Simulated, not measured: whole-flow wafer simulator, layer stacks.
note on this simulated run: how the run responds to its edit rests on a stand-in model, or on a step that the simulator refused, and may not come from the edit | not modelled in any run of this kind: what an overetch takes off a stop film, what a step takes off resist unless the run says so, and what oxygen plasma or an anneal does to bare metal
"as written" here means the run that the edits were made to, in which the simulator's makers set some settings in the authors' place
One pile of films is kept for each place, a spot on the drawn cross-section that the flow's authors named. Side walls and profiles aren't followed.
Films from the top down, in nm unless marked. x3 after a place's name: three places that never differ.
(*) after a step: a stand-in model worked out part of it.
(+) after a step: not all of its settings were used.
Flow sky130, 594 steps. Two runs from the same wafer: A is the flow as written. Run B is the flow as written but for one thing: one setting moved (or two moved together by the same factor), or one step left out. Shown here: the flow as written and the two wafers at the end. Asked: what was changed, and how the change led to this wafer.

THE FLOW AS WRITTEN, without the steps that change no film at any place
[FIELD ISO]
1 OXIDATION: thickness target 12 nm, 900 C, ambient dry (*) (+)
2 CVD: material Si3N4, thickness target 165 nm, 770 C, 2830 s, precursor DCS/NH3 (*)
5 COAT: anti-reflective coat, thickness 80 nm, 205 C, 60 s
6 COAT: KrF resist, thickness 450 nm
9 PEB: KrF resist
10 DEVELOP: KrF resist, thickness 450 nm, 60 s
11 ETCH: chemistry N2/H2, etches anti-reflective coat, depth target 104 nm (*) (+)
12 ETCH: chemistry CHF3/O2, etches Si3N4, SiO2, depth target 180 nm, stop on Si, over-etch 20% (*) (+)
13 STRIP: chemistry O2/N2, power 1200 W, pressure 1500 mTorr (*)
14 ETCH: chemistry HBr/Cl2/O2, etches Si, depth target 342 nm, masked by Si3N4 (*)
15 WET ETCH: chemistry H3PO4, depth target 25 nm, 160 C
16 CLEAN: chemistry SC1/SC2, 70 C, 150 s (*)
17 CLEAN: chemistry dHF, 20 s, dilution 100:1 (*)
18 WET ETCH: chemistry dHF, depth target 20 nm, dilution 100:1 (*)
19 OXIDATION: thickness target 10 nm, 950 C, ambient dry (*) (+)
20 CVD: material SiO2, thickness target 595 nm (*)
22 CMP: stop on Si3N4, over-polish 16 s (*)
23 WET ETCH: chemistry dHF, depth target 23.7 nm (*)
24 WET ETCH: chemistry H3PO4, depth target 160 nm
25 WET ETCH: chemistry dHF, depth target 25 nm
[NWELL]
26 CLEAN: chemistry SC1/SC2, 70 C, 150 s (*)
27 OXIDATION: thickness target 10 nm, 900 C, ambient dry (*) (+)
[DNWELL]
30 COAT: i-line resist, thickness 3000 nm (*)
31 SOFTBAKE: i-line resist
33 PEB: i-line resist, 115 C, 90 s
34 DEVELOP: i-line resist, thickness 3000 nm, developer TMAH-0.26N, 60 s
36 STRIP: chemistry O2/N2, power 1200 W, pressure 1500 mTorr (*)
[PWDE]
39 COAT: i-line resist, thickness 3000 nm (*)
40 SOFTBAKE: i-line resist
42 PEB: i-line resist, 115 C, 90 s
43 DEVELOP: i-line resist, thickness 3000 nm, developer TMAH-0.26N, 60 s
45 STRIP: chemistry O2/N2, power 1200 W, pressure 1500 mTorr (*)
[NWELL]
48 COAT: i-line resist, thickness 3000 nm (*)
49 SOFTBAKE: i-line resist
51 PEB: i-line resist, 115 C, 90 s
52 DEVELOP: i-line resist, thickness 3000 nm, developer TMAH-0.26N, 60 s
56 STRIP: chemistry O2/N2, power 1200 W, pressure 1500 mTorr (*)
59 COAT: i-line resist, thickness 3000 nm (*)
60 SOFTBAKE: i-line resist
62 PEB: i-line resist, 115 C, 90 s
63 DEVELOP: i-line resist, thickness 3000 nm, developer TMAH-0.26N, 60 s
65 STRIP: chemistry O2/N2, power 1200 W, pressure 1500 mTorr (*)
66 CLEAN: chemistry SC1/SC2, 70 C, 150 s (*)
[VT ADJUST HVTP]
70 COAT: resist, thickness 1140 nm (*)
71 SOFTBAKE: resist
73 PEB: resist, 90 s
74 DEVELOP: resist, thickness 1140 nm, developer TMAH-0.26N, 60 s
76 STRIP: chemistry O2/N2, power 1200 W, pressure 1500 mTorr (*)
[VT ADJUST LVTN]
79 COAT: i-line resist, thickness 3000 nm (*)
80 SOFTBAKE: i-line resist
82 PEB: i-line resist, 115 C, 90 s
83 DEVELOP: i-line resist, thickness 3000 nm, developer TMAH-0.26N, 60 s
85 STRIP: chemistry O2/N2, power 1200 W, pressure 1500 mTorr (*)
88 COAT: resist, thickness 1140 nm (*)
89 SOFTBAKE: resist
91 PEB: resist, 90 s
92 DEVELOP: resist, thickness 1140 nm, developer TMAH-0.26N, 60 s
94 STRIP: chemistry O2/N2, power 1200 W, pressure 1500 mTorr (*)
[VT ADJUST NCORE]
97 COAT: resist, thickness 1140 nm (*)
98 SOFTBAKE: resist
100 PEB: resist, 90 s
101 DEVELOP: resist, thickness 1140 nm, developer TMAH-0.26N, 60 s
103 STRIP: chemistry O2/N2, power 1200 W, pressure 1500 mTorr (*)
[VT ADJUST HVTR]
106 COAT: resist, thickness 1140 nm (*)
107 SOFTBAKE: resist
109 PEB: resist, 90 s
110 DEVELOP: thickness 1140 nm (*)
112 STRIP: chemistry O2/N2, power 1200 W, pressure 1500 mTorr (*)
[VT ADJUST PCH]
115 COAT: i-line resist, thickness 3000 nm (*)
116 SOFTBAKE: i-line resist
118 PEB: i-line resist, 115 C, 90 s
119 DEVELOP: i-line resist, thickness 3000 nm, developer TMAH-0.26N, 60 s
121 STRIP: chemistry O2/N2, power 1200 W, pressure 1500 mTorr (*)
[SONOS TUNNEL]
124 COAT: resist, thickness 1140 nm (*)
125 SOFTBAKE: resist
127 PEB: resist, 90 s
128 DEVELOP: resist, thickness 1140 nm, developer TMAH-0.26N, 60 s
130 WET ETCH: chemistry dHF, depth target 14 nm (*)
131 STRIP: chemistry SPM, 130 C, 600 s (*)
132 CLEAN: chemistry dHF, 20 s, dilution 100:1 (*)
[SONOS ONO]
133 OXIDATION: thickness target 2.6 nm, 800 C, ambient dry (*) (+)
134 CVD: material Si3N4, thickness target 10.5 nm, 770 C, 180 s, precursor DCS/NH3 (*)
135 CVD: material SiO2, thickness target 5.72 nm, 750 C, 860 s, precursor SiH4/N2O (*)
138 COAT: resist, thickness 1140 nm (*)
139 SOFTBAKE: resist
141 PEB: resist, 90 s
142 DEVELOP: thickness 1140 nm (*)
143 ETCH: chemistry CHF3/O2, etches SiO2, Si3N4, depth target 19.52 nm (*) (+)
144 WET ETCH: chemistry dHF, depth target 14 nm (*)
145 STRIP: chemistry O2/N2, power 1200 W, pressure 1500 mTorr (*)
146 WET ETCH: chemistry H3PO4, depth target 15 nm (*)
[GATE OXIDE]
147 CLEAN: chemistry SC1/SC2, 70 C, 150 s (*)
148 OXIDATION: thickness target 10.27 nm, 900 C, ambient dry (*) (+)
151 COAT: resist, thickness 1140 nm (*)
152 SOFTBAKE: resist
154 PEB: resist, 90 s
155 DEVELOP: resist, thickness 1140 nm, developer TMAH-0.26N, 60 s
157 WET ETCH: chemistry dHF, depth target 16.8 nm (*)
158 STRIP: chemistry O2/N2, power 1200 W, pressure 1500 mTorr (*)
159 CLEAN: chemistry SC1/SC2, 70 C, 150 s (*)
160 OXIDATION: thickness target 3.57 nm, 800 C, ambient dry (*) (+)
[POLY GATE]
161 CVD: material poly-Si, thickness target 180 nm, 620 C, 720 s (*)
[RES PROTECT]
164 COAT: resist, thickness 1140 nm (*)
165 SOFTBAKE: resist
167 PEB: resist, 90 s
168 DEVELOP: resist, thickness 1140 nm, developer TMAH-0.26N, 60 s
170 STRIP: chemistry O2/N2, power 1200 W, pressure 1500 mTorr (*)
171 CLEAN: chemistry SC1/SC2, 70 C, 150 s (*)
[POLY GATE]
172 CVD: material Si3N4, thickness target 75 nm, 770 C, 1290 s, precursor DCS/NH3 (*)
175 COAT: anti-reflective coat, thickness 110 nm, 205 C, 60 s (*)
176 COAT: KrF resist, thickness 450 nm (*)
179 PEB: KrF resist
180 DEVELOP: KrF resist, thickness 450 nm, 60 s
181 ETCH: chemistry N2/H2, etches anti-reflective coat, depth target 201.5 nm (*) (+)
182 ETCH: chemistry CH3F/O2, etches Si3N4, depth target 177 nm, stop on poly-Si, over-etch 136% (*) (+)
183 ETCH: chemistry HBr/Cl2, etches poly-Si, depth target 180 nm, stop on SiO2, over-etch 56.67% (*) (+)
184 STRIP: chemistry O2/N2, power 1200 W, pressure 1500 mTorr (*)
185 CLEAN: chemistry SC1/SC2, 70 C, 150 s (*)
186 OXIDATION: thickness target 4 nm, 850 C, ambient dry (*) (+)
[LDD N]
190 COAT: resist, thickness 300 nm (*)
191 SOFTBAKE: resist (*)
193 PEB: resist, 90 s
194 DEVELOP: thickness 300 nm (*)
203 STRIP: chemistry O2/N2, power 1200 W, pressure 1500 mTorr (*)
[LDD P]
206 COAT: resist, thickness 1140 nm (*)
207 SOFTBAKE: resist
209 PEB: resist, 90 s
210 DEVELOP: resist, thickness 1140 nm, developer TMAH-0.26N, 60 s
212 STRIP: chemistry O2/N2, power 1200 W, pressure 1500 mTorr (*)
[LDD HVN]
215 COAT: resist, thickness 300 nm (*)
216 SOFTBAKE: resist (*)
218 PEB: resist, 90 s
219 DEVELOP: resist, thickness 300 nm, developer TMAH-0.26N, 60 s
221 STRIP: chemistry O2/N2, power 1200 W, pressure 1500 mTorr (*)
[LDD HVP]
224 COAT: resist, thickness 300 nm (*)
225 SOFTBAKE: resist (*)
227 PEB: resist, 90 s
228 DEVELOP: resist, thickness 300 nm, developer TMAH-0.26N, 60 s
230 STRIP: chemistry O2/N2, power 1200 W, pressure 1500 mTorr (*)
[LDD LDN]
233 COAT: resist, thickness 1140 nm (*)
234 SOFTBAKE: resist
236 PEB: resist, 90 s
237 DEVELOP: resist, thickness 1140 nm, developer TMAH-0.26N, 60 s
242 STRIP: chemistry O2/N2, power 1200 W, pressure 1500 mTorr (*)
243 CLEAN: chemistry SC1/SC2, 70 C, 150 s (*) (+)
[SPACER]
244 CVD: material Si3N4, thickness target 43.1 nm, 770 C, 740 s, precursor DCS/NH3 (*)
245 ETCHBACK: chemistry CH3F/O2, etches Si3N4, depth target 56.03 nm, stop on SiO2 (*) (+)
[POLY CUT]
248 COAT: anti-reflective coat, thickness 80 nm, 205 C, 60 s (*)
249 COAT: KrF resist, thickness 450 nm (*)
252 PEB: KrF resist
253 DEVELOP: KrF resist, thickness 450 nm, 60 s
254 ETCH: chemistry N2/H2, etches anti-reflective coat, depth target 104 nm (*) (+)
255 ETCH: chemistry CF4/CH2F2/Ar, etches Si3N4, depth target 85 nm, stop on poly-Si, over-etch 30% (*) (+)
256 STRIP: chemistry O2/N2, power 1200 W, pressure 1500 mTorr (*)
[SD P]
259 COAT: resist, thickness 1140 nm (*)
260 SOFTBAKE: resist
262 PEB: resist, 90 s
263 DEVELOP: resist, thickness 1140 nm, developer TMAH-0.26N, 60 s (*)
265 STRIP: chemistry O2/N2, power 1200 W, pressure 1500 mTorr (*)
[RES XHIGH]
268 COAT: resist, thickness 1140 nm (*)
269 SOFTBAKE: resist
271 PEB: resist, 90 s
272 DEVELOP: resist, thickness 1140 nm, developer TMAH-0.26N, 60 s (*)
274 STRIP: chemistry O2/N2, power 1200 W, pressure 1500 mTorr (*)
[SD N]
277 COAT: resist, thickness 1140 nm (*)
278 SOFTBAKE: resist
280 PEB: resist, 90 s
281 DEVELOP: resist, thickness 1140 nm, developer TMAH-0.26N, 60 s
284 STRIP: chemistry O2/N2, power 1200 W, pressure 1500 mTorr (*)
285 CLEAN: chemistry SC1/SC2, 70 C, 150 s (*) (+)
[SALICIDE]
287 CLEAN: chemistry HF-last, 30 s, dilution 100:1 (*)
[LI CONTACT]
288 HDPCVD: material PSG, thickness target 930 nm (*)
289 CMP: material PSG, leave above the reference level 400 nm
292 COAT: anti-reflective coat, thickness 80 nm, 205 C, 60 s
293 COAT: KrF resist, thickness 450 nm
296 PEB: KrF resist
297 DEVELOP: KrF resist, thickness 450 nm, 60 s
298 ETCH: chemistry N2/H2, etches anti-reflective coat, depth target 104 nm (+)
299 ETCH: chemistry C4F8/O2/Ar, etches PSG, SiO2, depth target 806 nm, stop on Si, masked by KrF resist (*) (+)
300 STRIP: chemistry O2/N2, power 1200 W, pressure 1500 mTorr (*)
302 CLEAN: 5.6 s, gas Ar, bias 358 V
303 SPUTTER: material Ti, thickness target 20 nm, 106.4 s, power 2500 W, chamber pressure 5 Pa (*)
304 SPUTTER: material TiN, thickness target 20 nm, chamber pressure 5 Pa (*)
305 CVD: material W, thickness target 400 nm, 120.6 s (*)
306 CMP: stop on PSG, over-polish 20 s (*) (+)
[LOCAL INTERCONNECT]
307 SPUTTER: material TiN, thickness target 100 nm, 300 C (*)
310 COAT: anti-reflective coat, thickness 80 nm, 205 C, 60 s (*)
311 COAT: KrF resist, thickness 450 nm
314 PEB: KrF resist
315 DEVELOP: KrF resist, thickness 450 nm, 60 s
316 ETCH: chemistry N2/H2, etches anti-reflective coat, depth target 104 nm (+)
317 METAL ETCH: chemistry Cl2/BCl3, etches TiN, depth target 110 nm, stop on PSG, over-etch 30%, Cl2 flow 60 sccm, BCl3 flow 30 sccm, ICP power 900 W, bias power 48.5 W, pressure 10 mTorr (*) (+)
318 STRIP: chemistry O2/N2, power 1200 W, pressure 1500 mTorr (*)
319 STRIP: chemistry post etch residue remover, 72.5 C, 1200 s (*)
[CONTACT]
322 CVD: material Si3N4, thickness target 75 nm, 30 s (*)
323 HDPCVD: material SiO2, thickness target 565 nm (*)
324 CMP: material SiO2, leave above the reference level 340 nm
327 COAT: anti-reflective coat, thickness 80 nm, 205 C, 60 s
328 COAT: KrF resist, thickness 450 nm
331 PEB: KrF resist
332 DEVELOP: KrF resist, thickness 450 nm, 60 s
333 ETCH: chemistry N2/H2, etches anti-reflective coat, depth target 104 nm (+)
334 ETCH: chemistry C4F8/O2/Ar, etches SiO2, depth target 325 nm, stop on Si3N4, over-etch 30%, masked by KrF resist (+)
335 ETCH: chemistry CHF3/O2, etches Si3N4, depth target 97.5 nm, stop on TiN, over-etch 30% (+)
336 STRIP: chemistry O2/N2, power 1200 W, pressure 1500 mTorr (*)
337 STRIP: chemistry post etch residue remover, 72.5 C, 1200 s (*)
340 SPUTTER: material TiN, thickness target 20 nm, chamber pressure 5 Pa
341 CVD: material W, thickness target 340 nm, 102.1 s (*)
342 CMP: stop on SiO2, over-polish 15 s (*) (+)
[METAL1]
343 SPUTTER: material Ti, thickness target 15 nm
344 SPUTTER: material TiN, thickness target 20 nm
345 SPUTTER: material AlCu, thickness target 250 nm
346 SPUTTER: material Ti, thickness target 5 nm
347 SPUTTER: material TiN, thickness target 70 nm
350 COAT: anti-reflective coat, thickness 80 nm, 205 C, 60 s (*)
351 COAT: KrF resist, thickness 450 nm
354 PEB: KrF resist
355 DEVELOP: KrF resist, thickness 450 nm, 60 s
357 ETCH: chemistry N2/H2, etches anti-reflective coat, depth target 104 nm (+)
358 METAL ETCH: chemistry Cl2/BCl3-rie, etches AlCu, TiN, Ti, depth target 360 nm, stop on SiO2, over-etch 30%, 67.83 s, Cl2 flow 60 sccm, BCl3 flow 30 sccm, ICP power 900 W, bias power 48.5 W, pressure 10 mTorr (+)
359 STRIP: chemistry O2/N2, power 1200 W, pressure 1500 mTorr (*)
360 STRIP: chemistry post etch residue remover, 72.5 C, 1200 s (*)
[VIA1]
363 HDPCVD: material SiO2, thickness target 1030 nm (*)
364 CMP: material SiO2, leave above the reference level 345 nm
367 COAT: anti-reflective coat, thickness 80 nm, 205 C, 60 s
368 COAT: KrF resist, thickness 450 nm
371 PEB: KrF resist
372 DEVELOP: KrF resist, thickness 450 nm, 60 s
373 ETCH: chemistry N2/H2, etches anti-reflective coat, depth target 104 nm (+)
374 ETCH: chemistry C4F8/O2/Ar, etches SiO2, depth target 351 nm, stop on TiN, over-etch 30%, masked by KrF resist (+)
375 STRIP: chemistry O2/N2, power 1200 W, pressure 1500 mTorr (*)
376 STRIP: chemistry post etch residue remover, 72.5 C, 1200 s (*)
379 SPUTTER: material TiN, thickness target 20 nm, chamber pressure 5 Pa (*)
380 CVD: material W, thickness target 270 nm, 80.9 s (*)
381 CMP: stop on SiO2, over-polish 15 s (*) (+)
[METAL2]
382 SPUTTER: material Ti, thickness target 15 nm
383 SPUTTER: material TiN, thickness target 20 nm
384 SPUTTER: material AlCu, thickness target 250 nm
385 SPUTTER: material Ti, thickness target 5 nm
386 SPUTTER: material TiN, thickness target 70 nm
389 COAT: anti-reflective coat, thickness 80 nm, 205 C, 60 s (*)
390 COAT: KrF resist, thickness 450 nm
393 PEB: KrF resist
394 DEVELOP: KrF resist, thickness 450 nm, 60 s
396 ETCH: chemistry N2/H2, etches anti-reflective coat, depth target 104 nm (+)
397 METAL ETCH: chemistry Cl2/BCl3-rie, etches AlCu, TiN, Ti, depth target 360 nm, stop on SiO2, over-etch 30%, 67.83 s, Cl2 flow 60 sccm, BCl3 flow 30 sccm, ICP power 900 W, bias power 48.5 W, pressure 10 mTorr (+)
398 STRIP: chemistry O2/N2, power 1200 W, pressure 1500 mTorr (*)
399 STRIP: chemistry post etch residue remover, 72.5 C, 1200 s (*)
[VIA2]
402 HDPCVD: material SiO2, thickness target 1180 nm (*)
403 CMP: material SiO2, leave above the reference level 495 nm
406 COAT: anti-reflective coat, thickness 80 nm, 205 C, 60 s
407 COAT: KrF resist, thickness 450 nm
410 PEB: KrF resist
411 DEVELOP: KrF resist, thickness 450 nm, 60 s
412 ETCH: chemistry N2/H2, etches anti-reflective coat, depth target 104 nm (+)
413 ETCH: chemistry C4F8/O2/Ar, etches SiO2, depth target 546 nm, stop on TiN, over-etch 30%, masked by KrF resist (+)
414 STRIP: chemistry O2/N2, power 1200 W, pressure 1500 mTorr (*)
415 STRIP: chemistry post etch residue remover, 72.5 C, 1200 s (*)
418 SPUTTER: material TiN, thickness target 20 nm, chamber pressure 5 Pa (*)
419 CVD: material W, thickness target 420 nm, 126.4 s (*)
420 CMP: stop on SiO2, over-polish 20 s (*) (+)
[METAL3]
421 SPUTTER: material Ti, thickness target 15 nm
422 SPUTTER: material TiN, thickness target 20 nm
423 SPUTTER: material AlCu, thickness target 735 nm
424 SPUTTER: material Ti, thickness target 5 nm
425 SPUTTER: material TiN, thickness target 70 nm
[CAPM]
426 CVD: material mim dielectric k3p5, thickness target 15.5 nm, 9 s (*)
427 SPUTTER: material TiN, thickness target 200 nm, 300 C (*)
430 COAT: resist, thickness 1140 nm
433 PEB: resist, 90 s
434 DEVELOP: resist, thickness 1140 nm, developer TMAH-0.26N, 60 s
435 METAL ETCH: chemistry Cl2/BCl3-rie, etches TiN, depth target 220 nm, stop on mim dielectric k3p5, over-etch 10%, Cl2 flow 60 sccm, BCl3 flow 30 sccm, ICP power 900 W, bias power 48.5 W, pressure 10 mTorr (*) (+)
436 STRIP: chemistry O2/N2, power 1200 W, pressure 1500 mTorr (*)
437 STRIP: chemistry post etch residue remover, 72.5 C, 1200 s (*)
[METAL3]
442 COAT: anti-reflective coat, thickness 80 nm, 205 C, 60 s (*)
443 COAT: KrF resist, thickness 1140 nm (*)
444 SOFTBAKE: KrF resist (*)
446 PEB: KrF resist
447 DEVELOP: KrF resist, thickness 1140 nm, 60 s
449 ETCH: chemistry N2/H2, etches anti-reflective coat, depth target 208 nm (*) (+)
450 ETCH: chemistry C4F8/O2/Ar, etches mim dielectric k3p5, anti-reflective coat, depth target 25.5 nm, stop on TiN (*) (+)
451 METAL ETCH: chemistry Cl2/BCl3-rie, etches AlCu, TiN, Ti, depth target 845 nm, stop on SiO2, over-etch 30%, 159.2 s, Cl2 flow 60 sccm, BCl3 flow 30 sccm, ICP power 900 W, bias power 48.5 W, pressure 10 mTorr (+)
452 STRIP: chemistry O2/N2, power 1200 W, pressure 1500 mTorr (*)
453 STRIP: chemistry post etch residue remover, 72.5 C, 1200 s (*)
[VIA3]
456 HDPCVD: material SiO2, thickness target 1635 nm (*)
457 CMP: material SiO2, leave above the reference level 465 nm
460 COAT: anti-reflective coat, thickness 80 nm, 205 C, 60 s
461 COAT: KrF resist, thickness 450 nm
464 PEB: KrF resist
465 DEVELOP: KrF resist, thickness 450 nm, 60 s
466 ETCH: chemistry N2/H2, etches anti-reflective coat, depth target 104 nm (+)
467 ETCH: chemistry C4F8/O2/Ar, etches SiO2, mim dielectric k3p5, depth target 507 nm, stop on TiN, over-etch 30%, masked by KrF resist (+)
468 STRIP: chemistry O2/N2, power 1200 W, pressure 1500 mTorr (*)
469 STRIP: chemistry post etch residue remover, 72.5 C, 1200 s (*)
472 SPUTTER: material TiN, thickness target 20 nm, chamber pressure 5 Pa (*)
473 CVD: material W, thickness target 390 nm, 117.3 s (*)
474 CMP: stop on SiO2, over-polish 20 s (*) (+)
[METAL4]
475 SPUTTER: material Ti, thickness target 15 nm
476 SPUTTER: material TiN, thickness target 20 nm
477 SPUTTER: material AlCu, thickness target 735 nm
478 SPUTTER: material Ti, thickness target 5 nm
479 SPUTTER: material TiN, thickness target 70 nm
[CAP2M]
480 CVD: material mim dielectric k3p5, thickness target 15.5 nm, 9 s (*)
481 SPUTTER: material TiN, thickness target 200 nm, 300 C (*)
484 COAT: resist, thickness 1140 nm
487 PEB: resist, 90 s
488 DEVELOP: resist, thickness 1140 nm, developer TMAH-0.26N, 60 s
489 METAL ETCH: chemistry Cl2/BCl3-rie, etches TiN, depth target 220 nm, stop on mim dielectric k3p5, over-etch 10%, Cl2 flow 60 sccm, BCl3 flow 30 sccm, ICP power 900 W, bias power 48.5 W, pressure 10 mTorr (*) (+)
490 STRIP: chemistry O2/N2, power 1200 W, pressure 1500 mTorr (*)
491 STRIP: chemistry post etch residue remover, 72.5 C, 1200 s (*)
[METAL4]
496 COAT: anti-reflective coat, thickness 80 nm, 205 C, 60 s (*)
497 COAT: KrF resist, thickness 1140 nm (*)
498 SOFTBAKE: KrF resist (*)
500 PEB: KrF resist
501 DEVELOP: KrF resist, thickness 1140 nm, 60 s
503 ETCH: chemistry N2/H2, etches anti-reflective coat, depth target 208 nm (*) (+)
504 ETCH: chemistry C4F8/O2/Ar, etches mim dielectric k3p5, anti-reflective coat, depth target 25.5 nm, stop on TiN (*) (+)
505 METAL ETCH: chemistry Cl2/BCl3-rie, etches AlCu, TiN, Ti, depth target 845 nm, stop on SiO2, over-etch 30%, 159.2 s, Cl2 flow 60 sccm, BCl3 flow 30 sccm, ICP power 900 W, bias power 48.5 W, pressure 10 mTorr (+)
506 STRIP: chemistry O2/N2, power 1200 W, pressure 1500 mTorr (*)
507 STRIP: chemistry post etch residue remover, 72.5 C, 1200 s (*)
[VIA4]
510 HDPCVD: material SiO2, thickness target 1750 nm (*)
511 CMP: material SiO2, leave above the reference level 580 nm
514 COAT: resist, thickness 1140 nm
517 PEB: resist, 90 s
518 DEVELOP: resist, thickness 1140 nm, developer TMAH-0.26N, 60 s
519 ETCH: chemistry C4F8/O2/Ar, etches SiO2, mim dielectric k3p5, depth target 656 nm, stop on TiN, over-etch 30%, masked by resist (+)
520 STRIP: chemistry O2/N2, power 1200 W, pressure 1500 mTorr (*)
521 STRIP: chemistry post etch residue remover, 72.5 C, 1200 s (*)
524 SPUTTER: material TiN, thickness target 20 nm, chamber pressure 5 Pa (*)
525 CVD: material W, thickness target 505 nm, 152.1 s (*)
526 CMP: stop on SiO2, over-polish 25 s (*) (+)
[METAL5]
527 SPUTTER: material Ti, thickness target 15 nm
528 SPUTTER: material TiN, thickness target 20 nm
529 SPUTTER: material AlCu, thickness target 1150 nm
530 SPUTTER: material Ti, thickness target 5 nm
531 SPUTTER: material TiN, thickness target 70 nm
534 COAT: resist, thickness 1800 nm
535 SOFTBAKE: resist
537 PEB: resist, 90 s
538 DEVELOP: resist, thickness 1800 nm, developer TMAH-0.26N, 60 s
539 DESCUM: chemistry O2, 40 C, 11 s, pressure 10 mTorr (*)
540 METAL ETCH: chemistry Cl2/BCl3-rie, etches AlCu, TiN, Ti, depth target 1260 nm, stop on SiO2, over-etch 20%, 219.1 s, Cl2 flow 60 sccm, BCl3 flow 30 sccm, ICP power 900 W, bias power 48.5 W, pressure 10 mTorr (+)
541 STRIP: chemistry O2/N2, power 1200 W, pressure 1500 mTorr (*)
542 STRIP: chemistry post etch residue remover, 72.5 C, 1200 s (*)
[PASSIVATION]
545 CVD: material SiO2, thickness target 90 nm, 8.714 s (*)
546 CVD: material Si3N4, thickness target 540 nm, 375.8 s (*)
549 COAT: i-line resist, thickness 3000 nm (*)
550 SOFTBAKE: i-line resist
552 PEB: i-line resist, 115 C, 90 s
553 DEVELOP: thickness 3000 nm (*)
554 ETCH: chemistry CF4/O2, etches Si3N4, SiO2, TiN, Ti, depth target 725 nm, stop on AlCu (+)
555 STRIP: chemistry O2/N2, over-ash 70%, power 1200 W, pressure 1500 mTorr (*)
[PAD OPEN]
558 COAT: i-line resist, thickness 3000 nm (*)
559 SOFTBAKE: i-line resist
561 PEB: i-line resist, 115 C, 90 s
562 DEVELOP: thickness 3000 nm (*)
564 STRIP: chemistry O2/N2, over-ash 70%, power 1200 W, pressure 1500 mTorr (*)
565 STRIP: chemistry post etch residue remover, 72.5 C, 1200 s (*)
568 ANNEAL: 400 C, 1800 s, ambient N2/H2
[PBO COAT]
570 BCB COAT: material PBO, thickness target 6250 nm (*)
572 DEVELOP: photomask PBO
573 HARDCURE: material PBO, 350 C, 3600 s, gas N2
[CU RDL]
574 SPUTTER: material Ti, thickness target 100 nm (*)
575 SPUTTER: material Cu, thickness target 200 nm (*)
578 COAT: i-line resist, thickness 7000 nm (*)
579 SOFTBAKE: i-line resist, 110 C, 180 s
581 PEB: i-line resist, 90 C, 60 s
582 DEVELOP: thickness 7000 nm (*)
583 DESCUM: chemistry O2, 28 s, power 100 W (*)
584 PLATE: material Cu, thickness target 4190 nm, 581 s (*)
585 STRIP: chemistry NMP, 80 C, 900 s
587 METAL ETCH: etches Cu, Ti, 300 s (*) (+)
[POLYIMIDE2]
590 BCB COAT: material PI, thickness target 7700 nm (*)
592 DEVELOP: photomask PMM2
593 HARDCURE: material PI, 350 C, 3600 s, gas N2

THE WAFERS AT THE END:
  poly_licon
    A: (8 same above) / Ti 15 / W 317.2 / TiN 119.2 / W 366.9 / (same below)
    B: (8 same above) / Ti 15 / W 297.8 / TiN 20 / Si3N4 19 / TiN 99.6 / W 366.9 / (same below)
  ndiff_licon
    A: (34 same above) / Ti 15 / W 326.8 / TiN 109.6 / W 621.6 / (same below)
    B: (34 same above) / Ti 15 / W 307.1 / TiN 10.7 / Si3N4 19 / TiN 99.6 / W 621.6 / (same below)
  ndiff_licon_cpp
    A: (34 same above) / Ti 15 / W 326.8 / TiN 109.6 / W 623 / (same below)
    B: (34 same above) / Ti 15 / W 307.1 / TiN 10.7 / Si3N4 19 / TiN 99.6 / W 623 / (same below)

The cause: step 334, ETCH: depth target 244 nm was run, where the flow has depth target 325 nm.

How the change led to this, step by step:
  334 ETCH: chemistry C4F8/O2/Ar, etches SiO2, depth target 325 nm, stop on Si3N4, over-etch 30%, masked by KrF resist (+)
      poly_licon, ndiff_licon, ndiff_licon_cpp, rpo_hd_licon: A SiO2 -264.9 (all of it) | B SiO2 -244
      field, active, n_well and 184 more: A KrF resist -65 | B KrF resist -48.8
  335 ETCH: chemistry CHF3/O2, etches Si3N4, depth target 97.5 nm, stop on TiN, over-etch 30% (+)
      poly_licon, ndiff_licon, ndiff_licon_cpp, rpo_hd_licon: A Si3N4 -75 (all of it) | B SiO2 -20.9 (all of it), Si3N4 -55.7
  336 STRIP: chemistry O2/N2, power 1200 W, pressure 1500 mTorr (*)
      field, active, n_well and 184 more: A KrF resist -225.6 (all of it), anti-reflective coat -80 (all of it) | B KrF resist -241.8 (all of it), anti-reflective coat -80 (all of it)
  340 SPUTTER: material TiN, thickness target 20 nm, chamber pressure 5 Pa
      ndiff_licon, ndiff_licon_cpp, rpo_hd_licon: A TiN +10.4 | B TiN +10.7 (new film)
      poly_licon: A TiN +20 | B TiN +20 (new film)
  341 CVD: material W, thickness target 340 nm, 102.1 s (*)
      ndiff_licon, ndiff_licon_cpp, rpo_hd_licon: A W +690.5 (new film) | B W +670.8 (new film)
  342 CMP: stop on SiO2, over-polish 15 s (*) (+)
      poly_licon: A W -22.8 | B W -42.2
Counting metal films that touch as one body, poly_licon has 3 bodies (between them, from the top down: Si3N4 19; void 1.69); the flow as written gives 2 bodies (between them, from the top down: void 1.69).
Counting metal films that touch as one body, ndiff_licon has 7 bodies (between them, from the top down: SiO2 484 / mim dielectric k3p5 15.5; SiO2 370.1 / mim dielectric k3p5 15.5; SiO2 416; SiO2 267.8; Si3N4 19; void 1.67); the flow as written gives 6 bodies (between them, from the top down: SiO2 484 / mim dielectric k3p5 15.5; SiO2 370.1 / mim dielectric k3p5 15.5; SiO2 416; SiO2 267.8; void 1.67).
Counting metal films that touch as one body, ndiff_licon_cpp has 7 bodies (between them, from the top down: SiO2 484 / mim dielectric k3p5 15.5; SiO2 370.1 / mim dielectric k3p5 15.5; SiO2 416; SiO2 267.8; Si3N4 19; void 1.67); the flow as written gives 6 bodies (between them, from the top down: SiO2 484 / mim dielectric k3p5 15.5; SiO2 370.1 / mim dielectric k3p5 15.5; SiO2 416; SiO2 267.8; void 1.67).
